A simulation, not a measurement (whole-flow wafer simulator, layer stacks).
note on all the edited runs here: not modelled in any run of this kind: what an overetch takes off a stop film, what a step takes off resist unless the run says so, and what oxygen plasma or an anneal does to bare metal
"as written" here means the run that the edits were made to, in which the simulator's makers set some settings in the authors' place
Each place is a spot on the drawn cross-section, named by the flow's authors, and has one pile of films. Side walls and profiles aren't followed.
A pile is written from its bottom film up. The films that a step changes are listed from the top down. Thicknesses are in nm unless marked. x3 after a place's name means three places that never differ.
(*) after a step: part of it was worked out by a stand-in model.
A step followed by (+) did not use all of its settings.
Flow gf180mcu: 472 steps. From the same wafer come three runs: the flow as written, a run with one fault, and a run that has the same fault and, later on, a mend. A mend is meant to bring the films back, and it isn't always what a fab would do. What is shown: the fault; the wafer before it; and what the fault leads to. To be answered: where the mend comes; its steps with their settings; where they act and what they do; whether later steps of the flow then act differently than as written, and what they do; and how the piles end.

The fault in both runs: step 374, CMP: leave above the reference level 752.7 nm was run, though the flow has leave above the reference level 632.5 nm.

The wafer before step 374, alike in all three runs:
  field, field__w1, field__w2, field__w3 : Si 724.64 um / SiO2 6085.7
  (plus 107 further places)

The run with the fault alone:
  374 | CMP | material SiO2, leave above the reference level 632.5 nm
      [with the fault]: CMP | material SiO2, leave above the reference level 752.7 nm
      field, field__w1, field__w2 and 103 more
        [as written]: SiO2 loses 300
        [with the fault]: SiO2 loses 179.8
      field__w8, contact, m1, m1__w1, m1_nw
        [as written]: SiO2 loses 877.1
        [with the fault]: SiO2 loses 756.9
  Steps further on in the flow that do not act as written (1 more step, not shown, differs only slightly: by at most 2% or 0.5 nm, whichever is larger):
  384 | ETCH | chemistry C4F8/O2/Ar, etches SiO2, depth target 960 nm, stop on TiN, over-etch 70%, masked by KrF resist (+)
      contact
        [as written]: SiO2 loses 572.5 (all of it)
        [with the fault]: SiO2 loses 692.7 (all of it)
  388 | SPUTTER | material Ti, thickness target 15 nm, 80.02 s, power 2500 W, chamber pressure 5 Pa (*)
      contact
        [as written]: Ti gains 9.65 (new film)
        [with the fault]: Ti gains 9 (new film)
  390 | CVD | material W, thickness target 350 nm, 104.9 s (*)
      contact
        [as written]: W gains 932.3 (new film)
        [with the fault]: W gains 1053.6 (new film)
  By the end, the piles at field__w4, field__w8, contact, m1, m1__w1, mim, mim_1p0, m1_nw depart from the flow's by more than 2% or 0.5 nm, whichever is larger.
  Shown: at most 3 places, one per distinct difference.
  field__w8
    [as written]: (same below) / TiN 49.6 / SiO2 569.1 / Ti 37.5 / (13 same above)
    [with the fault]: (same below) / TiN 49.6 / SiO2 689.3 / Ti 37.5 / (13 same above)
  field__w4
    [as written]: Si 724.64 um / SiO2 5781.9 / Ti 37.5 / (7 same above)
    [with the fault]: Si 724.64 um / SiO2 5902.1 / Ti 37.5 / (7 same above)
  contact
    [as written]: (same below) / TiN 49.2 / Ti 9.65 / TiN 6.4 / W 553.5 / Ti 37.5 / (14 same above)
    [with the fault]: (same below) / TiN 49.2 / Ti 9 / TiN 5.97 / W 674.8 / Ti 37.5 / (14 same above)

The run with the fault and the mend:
  The mend follows step 374.
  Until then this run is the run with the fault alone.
  374a | CMP | material SiO2, leave above the reference level 632.5 nm (a further turn of the flow's step 374)
      field, field__w1, field__w2 and 108 more
        SiO2 loses 120.2
  None of the later steps of the flow acts differently than as written at any place that is followed.
  By the end, the piles equal the flow's at every place that both follow.
